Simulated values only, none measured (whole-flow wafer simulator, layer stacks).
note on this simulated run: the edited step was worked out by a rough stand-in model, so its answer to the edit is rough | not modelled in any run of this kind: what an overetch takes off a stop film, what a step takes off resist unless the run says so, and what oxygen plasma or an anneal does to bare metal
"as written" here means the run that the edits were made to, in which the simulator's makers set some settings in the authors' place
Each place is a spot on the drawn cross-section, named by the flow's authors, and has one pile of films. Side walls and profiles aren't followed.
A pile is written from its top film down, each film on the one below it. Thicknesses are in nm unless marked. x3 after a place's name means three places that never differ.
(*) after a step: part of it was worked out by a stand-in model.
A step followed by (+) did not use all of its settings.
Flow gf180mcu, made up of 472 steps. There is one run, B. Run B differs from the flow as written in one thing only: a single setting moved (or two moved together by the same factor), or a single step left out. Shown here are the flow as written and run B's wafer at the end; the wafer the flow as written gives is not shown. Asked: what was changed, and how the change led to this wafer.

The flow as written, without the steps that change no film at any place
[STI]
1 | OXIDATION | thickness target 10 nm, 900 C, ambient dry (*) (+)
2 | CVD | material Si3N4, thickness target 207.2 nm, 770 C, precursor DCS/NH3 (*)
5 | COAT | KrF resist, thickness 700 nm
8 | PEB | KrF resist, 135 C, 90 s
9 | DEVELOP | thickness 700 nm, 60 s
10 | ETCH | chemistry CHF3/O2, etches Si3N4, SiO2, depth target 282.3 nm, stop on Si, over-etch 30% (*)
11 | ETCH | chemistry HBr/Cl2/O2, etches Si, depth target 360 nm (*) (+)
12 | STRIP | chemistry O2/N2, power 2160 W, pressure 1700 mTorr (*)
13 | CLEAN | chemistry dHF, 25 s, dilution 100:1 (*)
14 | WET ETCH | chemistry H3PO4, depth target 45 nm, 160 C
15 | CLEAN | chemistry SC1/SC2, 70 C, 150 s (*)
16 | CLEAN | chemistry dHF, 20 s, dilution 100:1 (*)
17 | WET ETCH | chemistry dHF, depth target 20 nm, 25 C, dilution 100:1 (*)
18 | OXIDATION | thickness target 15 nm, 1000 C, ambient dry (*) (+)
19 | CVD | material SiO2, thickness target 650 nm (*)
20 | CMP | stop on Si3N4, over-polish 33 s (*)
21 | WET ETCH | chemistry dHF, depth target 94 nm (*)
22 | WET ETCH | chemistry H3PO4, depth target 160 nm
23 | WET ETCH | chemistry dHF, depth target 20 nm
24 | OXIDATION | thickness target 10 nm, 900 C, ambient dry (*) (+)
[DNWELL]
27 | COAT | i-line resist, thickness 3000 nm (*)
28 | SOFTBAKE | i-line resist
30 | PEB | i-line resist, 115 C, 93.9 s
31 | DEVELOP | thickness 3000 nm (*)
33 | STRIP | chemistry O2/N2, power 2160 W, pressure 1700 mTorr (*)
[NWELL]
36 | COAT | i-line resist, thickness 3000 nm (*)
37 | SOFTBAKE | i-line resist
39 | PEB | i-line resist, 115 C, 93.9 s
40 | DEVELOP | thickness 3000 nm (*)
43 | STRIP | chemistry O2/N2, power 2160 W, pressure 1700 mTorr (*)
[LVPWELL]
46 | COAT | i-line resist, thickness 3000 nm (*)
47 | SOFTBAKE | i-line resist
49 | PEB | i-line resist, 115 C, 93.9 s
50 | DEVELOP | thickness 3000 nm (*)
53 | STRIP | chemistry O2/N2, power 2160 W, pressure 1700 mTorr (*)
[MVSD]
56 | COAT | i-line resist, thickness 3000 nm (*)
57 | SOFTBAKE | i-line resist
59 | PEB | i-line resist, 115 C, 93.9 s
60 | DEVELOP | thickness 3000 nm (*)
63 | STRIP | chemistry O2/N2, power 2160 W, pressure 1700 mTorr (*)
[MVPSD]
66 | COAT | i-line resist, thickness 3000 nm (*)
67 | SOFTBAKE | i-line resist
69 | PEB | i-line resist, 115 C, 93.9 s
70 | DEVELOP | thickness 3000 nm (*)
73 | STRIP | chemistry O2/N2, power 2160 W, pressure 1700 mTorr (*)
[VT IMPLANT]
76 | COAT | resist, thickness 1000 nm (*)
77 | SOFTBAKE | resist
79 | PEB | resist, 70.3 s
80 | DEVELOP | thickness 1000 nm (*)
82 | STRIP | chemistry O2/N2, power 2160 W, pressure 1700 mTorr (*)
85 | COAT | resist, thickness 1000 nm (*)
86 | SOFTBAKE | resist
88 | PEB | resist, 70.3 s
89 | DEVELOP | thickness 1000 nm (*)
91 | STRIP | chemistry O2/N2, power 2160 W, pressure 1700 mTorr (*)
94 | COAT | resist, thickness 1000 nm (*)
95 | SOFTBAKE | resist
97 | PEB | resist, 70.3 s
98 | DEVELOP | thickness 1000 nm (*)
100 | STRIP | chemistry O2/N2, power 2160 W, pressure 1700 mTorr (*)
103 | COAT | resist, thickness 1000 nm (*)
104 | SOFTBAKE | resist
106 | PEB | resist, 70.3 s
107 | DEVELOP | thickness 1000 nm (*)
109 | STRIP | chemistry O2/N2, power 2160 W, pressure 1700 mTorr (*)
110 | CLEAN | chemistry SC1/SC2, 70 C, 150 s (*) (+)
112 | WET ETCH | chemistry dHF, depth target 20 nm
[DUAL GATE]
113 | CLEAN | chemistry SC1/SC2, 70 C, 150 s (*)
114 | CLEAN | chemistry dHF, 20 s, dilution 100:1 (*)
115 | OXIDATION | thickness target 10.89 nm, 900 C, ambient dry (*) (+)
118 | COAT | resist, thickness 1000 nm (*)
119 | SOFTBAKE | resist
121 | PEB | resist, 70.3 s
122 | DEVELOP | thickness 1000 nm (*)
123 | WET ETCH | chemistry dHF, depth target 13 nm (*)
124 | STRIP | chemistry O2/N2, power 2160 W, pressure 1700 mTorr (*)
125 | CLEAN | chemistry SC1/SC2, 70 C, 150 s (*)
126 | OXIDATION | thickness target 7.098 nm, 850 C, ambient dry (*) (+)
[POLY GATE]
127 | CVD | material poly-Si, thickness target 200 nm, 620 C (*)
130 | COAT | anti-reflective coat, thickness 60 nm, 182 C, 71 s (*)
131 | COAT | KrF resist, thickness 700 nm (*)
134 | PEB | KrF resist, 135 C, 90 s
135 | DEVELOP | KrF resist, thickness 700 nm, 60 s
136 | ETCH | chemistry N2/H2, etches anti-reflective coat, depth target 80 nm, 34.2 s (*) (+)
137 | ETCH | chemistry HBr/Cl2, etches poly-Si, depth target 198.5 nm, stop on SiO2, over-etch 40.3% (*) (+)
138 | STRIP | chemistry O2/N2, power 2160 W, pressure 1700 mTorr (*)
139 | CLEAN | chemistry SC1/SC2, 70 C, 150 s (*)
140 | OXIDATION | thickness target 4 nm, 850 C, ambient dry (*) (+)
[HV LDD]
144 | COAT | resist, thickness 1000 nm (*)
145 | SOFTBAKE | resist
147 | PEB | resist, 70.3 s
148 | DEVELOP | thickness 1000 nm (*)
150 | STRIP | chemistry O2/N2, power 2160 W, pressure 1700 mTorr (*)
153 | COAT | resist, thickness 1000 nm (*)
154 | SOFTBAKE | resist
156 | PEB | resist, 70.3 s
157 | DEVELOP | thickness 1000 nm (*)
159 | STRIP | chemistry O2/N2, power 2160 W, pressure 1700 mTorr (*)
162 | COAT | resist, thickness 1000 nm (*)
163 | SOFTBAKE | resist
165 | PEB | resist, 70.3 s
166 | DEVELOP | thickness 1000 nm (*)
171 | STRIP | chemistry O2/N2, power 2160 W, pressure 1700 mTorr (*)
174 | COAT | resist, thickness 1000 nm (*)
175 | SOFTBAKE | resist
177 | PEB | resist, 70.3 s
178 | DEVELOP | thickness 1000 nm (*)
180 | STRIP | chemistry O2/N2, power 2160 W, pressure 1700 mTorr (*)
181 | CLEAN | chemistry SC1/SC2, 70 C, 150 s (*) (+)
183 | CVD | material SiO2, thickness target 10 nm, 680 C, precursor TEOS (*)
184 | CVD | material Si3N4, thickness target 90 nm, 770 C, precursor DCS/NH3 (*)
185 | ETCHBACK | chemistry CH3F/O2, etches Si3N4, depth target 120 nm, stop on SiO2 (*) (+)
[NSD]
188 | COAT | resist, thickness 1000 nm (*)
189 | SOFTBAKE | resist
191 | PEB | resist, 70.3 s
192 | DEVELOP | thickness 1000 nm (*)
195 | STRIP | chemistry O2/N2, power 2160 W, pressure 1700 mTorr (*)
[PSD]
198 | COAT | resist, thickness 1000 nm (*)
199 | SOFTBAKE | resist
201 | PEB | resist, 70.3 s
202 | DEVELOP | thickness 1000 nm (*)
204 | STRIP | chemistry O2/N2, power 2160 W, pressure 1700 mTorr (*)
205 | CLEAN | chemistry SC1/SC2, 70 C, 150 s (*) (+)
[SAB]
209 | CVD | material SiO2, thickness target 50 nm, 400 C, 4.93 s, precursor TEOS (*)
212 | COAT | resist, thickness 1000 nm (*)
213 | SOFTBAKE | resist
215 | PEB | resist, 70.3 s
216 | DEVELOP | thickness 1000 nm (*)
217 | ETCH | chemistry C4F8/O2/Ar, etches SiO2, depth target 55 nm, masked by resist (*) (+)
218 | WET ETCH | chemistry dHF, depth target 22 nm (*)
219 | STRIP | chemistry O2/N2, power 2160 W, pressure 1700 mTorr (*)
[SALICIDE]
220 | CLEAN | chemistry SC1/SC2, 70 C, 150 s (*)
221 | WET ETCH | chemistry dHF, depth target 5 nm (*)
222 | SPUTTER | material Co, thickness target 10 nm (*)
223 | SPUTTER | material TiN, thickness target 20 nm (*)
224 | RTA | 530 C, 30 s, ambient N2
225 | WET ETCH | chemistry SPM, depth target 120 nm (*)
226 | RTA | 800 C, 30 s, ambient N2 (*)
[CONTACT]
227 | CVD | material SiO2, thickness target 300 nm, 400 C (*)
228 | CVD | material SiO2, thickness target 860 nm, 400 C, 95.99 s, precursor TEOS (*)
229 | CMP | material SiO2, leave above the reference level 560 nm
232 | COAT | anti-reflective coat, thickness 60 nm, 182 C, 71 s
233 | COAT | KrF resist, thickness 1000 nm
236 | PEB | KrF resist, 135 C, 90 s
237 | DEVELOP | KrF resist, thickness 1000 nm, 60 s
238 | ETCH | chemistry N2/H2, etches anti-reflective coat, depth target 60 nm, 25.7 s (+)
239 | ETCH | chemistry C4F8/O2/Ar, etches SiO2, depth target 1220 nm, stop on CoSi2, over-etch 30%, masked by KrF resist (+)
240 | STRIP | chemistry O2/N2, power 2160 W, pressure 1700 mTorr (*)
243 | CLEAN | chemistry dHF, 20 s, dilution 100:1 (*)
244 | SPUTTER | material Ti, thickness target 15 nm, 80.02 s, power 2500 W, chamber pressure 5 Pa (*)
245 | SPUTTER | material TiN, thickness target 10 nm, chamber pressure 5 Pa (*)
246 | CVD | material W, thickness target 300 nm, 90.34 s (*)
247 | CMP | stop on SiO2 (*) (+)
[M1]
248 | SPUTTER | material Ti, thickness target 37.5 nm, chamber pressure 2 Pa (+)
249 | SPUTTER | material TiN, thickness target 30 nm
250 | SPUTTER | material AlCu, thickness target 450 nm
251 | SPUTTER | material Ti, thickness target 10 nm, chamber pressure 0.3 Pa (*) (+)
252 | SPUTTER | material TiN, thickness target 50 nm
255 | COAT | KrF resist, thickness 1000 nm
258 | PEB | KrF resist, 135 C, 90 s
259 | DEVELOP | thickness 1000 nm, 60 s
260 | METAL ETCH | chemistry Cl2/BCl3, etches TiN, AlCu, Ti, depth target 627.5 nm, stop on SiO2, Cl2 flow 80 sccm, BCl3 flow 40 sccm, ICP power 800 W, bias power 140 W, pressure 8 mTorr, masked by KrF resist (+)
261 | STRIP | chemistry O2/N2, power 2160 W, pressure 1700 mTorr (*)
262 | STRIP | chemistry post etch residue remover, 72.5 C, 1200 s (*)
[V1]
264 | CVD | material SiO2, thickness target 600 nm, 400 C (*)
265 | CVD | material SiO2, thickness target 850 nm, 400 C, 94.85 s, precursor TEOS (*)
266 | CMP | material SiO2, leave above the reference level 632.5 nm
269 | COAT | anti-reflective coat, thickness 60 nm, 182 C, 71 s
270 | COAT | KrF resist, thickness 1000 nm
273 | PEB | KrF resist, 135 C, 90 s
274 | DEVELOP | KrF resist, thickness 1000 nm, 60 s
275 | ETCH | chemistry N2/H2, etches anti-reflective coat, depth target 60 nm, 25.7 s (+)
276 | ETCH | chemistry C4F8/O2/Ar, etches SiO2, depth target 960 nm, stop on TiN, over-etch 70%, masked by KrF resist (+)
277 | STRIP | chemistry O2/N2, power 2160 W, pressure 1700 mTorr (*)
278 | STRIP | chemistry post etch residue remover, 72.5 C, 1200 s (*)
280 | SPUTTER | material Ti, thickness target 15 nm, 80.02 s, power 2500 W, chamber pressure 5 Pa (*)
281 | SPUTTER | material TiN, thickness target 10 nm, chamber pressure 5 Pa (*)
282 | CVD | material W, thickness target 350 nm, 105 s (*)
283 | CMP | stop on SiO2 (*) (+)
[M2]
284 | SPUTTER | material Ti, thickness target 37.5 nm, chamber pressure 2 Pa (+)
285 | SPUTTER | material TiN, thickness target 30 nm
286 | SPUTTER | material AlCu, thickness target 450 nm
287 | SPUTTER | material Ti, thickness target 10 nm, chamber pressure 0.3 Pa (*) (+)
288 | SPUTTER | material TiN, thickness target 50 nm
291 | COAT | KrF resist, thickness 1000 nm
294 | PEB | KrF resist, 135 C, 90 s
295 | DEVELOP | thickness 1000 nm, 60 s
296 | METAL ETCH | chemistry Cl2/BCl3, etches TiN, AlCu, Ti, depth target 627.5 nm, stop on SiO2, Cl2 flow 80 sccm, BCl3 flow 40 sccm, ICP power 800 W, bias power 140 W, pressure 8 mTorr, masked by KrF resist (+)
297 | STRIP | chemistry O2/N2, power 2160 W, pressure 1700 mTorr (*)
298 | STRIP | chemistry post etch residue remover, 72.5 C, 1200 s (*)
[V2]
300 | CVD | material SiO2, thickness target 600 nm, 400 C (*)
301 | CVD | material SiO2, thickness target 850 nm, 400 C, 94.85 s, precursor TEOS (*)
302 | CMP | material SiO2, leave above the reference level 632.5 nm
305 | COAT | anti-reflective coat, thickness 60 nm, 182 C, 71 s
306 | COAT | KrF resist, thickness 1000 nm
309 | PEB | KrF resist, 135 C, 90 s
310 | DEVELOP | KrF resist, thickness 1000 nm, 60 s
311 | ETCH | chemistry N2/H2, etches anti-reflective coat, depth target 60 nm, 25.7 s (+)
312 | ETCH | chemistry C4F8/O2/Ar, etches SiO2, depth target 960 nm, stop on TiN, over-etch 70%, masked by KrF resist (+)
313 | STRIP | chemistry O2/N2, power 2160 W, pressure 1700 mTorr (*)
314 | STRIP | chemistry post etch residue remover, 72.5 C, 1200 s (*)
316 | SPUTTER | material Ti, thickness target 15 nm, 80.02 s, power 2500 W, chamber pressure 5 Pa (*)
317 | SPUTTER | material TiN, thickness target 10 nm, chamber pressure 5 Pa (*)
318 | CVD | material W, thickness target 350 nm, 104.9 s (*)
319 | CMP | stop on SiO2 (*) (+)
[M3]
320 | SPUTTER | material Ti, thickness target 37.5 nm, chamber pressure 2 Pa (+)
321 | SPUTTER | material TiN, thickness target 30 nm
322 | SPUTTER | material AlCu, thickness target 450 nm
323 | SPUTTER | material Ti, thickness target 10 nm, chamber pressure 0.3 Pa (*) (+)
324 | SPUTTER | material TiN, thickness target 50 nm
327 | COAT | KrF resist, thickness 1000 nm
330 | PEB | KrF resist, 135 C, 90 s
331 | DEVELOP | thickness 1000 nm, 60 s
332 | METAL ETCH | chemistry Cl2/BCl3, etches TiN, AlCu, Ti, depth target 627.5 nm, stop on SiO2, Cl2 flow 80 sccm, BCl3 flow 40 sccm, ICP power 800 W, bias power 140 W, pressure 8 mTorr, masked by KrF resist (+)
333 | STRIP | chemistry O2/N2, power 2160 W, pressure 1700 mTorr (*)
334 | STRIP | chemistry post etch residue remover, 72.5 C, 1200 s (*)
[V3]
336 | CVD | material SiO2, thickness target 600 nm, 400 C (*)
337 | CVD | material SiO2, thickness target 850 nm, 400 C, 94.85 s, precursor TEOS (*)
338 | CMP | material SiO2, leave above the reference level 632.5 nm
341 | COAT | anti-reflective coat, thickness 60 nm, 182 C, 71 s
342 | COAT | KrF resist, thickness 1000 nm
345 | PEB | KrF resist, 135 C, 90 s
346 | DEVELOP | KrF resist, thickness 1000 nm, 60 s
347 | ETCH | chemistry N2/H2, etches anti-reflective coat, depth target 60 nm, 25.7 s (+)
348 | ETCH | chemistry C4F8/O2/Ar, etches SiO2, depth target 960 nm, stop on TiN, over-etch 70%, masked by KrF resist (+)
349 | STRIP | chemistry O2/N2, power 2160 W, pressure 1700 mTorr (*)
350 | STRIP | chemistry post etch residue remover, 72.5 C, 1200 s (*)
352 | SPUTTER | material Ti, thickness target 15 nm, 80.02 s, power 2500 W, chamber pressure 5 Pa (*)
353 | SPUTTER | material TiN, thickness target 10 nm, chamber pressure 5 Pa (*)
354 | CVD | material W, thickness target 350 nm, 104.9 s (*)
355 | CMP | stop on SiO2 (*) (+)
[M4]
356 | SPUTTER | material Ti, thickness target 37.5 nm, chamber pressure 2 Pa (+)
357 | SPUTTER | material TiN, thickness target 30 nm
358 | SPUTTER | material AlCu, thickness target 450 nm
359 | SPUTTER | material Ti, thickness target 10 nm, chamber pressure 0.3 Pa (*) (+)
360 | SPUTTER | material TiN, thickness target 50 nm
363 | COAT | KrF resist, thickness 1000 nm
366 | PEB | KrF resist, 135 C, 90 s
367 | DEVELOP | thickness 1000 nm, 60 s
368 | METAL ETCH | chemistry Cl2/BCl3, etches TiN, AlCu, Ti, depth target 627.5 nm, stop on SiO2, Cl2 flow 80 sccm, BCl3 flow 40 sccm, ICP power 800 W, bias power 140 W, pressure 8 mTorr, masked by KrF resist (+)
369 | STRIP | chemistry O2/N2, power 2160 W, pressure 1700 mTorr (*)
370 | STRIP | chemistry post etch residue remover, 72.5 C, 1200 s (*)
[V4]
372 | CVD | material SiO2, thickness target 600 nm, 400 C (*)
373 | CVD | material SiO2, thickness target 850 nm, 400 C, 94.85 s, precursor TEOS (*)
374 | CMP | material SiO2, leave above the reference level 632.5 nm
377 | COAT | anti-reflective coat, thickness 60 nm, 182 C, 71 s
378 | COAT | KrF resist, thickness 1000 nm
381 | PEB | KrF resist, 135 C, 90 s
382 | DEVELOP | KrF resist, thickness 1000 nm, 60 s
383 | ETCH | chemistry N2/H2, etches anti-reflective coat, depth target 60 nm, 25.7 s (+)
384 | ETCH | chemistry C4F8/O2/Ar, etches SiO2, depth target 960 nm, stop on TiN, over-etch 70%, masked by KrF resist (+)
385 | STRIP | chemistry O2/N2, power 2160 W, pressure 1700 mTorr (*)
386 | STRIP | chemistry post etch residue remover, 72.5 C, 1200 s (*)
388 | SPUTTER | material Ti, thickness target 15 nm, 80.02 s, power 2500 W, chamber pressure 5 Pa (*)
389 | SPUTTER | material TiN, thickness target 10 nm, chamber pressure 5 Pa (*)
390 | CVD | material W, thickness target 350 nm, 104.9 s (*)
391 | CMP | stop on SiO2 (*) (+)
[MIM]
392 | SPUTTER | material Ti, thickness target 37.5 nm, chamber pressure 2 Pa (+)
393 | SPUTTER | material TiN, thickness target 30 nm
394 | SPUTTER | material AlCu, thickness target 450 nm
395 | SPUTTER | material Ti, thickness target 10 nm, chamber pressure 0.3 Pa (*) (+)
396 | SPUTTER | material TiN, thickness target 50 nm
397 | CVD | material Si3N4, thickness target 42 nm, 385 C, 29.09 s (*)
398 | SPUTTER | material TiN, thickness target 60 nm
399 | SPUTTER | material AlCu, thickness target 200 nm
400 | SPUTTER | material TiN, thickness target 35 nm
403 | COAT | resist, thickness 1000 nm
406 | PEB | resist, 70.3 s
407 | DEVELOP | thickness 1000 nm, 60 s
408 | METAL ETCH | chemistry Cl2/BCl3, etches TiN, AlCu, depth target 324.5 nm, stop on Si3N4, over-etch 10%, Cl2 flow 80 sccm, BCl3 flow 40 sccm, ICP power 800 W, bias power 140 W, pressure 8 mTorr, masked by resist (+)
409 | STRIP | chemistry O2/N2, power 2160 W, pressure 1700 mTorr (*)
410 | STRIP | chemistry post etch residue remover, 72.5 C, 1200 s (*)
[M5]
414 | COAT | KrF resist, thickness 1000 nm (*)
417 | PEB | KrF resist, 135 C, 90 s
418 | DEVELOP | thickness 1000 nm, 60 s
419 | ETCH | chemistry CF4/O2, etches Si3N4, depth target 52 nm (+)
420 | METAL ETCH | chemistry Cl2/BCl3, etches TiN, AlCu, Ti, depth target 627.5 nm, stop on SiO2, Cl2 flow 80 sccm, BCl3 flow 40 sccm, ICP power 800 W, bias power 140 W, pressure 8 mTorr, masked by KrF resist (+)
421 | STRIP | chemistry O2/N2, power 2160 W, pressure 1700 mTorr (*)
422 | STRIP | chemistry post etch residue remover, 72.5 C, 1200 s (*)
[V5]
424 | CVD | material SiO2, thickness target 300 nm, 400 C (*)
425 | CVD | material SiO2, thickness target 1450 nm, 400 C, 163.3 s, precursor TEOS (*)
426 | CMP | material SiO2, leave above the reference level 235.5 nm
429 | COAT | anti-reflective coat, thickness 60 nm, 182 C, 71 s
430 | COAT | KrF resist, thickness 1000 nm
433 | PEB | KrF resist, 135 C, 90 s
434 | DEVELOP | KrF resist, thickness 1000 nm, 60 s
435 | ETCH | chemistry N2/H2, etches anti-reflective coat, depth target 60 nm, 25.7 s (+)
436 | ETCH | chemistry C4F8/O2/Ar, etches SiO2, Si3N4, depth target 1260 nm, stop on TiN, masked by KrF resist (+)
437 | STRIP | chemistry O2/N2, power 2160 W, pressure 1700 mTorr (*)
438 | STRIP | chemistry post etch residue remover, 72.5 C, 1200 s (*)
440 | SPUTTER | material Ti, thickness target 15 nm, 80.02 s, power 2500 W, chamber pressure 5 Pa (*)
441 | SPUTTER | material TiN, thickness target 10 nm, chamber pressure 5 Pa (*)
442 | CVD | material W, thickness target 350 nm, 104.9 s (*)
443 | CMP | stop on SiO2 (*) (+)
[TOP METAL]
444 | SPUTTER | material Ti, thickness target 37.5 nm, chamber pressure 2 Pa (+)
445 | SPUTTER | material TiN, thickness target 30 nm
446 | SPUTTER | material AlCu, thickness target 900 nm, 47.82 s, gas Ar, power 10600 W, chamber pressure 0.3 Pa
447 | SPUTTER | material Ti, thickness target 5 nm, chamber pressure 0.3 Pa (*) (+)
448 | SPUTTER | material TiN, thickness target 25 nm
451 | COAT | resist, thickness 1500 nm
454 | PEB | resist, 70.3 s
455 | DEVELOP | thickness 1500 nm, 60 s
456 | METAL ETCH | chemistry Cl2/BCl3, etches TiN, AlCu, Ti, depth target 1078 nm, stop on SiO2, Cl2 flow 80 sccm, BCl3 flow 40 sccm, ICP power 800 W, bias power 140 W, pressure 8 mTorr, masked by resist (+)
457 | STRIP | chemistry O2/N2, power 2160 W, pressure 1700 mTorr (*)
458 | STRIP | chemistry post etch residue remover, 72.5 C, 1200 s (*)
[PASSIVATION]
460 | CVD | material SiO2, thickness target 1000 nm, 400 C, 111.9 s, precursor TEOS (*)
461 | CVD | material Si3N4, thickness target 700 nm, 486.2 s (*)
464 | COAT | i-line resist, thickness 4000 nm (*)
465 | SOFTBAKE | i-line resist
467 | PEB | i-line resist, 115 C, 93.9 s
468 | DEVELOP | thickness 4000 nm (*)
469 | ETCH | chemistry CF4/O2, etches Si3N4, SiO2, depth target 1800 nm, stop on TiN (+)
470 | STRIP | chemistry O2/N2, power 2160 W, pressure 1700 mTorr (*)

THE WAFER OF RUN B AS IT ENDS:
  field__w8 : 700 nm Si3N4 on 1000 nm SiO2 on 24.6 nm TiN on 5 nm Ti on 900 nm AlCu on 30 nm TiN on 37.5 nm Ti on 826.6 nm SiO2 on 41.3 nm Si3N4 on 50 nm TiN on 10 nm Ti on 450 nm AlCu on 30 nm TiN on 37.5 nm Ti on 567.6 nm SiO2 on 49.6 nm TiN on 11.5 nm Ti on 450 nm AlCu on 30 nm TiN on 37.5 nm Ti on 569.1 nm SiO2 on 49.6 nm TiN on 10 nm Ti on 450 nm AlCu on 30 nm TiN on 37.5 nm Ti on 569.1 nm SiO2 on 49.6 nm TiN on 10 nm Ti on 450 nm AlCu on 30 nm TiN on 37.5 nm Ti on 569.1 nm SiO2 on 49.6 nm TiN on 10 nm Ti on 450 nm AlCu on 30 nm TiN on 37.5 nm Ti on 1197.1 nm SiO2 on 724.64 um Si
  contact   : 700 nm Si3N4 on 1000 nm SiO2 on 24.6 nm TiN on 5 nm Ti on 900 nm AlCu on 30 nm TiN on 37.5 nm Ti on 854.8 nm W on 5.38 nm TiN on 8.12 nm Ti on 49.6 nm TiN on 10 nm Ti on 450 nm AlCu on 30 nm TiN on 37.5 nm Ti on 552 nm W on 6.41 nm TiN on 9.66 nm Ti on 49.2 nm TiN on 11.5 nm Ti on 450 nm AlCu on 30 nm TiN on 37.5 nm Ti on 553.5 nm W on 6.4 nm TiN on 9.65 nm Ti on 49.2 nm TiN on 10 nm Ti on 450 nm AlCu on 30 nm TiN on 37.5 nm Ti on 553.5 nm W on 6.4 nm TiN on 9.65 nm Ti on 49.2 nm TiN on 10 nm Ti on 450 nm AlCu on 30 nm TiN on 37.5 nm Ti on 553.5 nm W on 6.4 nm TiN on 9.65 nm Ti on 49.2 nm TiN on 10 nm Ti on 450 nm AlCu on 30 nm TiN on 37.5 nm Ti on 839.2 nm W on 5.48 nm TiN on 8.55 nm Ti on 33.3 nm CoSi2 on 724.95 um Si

Cause: step 359, SPUTTER: thickness target 11.5 nm was run, whereas the flow has thickness target 10 nm.
One can read it off the wafer: field__w8 has Ti 11.5, and step 359 as written asks for 10 nm.

The path from the change to this, step by step:
  359 | SPUTTER | material Ti, thickness target 10 nm, chamber pressure 0.3 Pa (*) (+)
      field, field__w1, field__w2 and 108 more: +11.5 Ti (new film) (as written it would have been: +10 Ti (new film))
  368 | METAL ETCH | chemistry Cl2/BCl3, etches TiN, AlCu, Ti, depth target 627.5 nm, stop on SiO2, Cl2 flow 80 sccm, BCl3 flow 40 sccm, ICP power 800 W, bias power 140 W, pressure 8 mTorr, masked by KrF resist (+)
      field, field__w1, field__w2 and 103 more: -50 TiN (all of it), -11.5 Ti (all of it), -450 AlCu (all of it), -30 TiN (all of it), -37.5 Ti (all of it) (as written it would have been: -50 TiN (all of it), -10 Ti (all of it), -450 AlCu (all of it), -30 TiN (all of it), -37.5 Ti (all of it))
